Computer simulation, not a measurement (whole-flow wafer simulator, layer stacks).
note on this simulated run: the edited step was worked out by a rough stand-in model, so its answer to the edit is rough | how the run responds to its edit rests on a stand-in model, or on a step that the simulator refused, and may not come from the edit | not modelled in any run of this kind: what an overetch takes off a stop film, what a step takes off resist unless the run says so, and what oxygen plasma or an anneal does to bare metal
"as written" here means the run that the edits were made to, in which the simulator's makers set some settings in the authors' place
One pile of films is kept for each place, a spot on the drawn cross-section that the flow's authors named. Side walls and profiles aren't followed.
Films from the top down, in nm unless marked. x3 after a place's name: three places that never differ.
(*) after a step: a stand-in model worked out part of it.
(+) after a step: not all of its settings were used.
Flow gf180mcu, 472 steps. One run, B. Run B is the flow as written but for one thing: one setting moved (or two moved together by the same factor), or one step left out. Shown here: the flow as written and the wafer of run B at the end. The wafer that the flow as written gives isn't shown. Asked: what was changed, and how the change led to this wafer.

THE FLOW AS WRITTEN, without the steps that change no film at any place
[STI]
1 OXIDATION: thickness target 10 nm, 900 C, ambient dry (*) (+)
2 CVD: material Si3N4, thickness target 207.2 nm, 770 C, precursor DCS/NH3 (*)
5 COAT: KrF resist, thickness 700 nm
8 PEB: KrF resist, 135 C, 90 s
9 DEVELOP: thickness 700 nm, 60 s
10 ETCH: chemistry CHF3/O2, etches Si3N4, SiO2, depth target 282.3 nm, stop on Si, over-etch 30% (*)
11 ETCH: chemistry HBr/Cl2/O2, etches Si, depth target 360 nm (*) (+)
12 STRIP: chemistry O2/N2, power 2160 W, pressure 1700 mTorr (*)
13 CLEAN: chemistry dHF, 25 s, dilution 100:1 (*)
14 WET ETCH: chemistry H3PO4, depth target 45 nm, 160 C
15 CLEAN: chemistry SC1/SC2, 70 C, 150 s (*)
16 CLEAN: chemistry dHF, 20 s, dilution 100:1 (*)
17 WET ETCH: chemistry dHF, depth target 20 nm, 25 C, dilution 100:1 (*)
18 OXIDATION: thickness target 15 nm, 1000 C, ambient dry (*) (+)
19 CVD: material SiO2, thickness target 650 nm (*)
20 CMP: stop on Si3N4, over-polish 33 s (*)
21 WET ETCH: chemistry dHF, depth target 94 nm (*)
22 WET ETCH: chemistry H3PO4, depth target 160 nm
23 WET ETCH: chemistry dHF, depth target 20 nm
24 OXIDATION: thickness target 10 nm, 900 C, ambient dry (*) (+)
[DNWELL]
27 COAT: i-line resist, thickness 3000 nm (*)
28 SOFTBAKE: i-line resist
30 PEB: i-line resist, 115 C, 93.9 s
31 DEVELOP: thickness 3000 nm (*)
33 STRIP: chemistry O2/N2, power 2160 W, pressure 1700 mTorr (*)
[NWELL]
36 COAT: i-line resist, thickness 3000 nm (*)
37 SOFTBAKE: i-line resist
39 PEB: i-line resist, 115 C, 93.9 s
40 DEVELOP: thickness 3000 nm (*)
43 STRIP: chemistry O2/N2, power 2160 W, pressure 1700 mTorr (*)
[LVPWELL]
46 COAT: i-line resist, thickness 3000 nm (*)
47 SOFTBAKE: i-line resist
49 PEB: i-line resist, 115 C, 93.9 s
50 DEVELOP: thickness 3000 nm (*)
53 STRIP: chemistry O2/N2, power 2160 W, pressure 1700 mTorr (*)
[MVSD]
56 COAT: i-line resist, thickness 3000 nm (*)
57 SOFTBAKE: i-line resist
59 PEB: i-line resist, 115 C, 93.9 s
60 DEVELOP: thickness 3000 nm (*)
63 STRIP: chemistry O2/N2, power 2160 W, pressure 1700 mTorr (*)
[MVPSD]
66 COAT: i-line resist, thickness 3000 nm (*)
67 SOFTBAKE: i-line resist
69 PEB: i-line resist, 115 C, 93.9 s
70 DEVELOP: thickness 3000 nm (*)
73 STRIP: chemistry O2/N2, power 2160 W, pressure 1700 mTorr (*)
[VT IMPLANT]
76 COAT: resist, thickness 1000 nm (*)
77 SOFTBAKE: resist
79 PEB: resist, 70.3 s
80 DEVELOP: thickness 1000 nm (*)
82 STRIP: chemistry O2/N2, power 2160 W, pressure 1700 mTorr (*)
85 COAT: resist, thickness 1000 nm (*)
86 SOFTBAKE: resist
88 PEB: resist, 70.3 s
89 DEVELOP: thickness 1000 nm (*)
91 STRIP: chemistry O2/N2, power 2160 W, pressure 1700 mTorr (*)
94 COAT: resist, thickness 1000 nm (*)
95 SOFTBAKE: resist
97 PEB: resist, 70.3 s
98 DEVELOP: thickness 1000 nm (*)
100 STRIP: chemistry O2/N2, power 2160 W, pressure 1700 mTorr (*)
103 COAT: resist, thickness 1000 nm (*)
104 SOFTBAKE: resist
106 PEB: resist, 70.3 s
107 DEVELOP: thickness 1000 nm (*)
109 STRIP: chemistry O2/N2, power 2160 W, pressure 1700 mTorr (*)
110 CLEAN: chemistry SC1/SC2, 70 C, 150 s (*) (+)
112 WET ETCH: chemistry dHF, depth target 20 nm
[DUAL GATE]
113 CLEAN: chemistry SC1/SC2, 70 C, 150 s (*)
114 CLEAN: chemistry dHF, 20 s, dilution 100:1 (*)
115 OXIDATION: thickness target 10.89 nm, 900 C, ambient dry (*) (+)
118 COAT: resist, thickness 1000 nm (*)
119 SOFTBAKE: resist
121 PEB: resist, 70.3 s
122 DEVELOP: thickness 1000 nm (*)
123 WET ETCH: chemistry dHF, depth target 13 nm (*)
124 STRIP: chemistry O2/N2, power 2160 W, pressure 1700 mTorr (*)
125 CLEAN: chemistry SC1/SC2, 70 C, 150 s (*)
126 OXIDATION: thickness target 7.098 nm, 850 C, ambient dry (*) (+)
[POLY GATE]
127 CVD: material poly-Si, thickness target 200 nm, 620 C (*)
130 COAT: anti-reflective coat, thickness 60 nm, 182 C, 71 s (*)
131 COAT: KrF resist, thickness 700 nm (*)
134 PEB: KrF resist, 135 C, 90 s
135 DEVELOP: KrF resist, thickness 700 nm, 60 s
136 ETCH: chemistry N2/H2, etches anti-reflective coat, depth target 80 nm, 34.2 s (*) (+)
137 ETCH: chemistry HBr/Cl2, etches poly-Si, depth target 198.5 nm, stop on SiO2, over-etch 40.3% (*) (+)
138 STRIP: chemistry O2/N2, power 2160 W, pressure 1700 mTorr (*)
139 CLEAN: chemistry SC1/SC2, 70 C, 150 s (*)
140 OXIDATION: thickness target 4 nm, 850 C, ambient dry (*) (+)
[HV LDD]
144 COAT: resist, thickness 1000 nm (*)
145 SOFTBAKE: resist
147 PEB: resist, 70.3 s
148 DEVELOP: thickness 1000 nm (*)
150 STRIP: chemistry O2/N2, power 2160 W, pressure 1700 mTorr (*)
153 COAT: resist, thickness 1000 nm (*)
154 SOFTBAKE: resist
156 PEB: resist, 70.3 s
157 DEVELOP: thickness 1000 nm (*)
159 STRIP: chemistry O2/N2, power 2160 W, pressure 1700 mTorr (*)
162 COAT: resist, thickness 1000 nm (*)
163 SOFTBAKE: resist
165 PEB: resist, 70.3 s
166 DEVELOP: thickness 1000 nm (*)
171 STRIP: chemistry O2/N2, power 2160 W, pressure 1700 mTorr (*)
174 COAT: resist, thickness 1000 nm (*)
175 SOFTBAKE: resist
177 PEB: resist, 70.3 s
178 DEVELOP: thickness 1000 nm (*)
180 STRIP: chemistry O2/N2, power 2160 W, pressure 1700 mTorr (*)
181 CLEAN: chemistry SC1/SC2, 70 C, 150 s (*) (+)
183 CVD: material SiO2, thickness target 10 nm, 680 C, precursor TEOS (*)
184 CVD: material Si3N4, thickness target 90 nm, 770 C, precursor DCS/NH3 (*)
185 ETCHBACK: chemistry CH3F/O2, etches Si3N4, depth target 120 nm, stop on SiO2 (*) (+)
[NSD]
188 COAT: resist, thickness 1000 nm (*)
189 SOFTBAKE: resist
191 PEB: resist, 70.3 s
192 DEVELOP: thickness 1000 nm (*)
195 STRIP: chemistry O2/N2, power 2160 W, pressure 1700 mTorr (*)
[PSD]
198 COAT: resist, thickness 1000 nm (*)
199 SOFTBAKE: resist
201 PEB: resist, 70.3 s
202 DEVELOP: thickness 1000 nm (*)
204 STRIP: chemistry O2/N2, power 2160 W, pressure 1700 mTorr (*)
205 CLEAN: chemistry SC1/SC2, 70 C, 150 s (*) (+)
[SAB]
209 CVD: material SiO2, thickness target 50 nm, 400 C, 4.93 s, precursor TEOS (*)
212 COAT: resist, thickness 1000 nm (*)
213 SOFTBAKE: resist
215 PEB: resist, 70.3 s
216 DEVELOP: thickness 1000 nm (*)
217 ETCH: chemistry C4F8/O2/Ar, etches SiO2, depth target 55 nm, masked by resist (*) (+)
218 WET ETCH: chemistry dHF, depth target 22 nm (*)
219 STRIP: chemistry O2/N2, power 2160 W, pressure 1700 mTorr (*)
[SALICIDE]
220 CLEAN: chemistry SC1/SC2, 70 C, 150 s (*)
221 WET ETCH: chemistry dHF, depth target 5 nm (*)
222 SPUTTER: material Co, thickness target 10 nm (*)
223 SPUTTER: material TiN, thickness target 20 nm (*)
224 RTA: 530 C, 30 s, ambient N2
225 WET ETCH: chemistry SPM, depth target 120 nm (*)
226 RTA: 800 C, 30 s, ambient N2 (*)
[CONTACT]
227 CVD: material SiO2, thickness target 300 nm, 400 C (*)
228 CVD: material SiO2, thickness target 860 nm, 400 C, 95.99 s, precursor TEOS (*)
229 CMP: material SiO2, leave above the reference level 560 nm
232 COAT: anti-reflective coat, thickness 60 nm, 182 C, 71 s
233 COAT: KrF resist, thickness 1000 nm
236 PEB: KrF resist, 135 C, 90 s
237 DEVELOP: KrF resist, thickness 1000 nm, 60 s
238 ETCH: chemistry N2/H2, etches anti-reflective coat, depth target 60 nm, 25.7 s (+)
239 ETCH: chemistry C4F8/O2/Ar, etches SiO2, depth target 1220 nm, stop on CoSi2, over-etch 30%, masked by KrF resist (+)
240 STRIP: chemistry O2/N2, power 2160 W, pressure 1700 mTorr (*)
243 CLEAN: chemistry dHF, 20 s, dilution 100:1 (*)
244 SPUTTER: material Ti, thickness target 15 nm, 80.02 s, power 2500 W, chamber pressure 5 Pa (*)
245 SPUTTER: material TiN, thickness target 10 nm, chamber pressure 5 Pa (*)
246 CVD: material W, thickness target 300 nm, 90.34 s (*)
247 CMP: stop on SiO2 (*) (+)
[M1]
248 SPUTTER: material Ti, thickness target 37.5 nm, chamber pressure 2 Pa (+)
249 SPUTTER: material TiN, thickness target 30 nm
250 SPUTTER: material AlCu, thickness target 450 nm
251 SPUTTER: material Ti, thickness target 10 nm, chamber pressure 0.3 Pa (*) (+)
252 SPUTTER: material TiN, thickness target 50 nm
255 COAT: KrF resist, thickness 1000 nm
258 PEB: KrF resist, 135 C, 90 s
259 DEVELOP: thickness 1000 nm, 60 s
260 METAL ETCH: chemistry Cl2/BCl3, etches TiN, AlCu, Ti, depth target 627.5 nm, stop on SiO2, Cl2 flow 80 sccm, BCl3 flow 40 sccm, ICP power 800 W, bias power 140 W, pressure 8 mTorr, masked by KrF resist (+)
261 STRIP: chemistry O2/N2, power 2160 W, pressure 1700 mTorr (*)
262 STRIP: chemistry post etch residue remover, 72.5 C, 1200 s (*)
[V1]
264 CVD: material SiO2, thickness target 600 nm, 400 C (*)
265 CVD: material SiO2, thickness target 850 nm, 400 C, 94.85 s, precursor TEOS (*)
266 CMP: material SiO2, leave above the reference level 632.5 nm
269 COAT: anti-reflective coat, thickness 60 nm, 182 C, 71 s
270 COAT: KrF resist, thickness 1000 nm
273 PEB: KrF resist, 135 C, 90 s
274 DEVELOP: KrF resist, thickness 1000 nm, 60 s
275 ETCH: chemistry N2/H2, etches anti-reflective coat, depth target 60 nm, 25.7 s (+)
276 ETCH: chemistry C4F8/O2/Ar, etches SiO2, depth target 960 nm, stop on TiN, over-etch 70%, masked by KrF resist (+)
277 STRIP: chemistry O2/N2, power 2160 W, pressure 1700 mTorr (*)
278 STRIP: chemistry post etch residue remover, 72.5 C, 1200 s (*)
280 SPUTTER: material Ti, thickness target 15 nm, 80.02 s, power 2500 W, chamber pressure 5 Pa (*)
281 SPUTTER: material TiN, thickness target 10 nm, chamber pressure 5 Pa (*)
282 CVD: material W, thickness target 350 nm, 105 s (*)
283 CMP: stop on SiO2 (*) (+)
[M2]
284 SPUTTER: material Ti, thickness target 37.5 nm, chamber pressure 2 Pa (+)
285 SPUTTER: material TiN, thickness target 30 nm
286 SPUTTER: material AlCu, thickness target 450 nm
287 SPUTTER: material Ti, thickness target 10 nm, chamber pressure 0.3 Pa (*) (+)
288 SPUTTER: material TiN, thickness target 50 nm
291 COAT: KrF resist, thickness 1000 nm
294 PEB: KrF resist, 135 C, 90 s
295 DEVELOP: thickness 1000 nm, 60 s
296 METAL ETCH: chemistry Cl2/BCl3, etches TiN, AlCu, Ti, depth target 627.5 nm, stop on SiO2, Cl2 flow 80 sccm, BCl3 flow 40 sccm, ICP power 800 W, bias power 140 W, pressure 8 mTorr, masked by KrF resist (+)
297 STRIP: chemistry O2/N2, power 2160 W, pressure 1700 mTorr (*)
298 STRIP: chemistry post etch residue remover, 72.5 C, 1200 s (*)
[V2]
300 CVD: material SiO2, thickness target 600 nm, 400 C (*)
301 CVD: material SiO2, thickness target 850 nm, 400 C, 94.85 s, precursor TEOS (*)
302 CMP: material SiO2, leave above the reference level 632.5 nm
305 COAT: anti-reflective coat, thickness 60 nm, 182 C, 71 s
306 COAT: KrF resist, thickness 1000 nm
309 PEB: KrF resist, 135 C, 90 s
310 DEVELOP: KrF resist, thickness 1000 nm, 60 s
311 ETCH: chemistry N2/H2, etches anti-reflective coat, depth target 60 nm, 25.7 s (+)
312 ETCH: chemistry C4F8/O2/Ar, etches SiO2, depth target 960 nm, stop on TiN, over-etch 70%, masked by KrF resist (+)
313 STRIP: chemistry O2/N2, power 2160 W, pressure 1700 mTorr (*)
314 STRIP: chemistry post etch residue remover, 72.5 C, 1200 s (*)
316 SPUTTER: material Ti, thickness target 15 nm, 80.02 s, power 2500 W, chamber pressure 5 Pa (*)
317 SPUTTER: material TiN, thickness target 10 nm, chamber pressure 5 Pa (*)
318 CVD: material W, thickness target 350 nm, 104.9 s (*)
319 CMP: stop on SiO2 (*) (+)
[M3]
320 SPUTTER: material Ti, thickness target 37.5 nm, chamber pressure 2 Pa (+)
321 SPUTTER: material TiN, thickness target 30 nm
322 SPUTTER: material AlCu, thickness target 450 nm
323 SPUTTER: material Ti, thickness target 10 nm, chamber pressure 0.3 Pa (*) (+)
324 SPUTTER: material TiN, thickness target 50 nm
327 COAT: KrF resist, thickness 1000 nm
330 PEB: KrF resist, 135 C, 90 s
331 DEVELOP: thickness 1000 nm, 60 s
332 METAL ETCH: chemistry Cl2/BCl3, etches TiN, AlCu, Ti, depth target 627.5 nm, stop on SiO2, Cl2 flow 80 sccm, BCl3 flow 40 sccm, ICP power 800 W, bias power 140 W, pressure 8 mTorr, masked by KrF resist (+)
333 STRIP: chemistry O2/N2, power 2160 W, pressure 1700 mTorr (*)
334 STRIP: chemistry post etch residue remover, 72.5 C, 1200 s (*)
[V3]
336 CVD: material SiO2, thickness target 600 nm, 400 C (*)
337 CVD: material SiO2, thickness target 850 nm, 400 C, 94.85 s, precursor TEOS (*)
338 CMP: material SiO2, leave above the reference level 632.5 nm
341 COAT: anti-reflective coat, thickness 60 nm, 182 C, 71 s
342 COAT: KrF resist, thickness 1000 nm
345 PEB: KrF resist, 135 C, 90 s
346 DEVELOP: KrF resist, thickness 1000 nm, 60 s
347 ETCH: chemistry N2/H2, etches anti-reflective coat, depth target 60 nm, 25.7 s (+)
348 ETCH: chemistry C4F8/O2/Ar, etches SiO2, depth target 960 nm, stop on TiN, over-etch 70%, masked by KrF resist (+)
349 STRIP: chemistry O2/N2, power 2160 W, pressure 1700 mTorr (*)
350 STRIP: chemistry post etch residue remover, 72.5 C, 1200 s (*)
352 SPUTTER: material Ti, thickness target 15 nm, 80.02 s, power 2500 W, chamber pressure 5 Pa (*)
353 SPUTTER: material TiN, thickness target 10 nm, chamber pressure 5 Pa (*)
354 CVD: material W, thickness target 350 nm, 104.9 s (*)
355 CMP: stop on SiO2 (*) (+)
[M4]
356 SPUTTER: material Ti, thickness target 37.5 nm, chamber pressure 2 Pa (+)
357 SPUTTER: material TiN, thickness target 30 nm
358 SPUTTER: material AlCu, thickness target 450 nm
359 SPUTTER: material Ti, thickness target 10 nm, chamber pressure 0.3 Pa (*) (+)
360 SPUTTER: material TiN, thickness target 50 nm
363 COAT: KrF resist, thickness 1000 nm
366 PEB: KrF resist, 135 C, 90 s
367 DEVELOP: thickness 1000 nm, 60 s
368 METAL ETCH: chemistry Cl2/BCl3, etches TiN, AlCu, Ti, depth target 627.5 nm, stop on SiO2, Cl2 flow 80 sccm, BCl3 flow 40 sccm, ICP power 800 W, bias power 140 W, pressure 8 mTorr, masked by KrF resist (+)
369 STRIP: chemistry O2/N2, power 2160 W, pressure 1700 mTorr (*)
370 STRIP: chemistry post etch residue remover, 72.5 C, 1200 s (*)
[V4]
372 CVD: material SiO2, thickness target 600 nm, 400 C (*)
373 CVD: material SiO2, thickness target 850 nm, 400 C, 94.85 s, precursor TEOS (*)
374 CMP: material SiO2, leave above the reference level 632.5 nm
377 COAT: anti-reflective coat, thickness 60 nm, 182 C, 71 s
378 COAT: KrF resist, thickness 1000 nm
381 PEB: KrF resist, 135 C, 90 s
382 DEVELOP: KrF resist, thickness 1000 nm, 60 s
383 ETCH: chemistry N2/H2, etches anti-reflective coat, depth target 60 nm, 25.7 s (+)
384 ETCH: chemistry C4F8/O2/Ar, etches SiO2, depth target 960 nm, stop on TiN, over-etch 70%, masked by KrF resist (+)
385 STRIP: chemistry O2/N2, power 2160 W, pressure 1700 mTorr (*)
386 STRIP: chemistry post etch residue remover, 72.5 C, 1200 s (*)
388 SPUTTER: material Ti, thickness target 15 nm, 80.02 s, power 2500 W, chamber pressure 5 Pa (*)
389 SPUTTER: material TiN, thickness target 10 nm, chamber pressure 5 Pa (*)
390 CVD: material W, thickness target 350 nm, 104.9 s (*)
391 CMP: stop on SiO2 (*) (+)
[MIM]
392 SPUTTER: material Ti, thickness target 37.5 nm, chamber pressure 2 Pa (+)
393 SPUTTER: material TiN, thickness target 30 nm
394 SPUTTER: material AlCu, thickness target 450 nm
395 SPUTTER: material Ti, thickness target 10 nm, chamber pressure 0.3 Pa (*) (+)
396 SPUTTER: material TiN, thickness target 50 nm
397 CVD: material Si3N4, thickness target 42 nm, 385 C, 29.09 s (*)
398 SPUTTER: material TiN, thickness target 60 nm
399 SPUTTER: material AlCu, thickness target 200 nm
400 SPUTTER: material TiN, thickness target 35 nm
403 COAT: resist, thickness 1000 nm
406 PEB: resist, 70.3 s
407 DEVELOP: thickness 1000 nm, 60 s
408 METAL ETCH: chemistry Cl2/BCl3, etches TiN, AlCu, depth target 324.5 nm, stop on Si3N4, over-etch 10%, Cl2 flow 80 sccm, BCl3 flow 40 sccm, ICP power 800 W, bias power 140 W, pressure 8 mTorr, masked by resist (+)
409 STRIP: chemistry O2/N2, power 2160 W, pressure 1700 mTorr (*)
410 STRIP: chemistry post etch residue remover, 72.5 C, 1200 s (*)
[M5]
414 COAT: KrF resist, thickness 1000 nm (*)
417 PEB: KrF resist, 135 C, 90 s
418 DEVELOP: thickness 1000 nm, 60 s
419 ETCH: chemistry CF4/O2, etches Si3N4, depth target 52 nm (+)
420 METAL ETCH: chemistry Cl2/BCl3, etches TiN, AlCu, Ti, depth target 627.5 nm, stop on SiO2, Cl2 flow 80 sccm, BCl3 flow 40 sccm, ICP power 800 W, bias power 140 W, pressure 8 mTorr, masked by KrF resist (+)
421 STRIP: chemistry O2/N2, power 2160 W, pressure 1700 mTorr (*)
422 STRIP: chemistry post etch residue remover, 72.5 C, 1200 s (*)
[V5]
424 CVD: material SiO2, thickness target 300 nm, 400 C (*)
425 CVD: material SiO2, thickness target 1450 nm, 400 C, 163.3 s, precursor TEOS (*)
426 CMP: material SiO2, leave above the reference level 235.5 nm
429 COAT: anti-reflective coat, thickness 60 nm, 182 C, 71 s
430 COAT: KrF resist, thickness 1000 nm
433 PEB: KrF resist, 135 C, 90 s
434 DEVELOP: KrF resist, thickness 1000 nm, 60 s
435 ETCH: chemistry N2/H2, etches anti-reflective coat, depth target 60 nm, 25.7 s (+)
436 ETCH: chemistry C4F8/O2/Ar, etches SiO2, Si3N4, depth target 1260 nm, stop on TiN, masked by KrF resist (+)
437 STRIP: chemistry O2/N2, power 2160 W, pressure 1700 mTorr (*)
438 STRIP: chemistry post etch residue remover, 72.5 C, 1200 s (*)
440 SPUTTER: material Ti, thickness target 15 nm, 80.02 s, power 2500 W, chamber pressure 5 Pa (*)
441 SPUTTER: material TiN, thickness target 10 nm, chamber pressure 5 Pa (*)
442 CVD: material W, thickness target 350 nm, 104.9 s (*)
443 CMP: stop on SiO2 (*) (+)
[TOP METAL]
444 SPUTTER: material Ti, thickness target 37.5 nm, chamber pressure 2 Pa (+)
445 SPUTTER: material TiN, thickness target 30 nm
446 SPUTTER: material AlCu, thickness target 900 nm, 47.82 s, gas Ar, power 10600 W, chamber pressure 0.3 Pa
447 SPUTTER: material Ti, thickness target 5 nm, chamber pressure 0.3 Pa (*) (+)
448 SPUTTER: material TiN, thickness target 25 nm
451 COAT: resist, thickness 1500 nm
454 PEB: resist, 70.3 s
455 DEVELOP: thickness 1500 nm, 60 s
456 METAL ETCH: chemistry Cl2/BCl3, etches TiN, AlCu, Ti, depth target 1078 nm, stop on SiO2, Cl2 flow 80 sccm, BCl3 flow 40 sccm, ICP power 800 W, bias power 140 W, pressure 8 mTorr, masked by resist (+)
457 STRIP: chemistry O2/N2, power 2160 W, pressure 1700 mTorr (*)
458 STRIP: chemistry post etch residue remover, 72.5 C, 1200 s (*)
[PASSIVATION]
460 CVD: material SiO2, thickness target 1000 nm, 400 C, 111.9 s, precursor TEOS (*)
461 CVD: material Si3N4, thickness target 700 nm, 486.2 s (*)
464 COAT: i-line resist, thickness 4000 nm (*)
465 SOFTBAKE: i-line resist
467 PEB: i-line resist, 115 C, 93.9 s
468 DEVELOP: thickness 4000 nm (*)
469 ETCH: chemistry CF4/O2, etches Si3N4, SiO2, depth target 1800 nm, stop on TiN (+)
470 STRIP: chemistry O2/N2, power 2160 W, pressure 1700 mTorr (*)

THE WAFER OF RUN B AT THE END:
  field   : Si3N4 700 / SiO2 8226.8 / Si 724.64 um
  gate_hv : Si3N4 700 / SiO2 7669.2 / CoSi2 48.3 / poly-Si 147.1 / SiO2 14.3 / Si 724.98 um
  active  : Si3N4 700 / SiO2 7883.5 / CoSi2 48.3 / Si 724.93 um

The cause: step 222, SPUTTER: thickness target 13.8 nm was run, where the flow has thickness target 10 nm.

How the change led to this, step by step:
  222 SPUTTER: material Co, thickness target 10 nm (*)
      field, field__w7, field__w8 and 72 more: Co +13.8 (new film) (as written it would be: Co +10 (new film))
      field__w6, field_sub, field_sub__w2: Co +13.7 (new film) (as written it would be: Co +9.95 (new film))
      (and at 33 more places)
  223 SPUTTER: material TiN, thickness target 20 nm (*)
      field__w12: TiN +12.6 (new film) (as written it would be: TiN +12 (new film))
  224 RTA: 530 C, 30 s, ambient N2
      gate, gate_hv, gate_p and 22 more: under 1 film: CoSi +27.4 (new film), Co -13.8 (all of it), poly-Si -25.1 (as written it would be: under 1 film: CoSi +19.9 (new film), Co -10 (all of it), poly-Si -18.2)
      active, p_well, sd_n and 11 more: under 1 film: CoSi +27.4 (new film), Co -13.8 (all of it), Si -25 (as written it would be: under 1 film: CoSi +19.9 (new film), Co -10 (all of it), Si -18.1)
      (and at 10 more places)
  225 WET ETCH: chemistry SPM, depth target 120 nm (*)
      field, field__w7, field__w8 and 32 more: TiN -20 (all of it), Co -13.8 (all of it) (as written it would be: TiN -20 (all of it), Co -10 (all of it))
      field__w9, nw_enc_fld_lv__w3: TiN -19.1 (all of it), Co -13.3 (all of it) (as written it would be: TiN -19.1 (all of it), Co -9.6 (all of it))
      (and at 25 more places)
  226 RTA: 800 C, 30 s, ambient N2 (*)
      gate, gate_hv, gate_p and 22 more: CoSi2 +48.3 (new film), CoSi -27.4 (all of it), poly-Si -25.1 (as written it would be: CoSi2 +35 (new film), CoSi -19.9 (all of it), poly-Si -18.2)
      active, p_well, sd_n and 11 more: CoSi2 +48.3 (new film), CoSi -27.4 (all of it), Si -25 (as written it would be: CoSi2 +35 (new film), CoSi -19.9 (all of it), Si -18.1)
      (and at 10 more places)
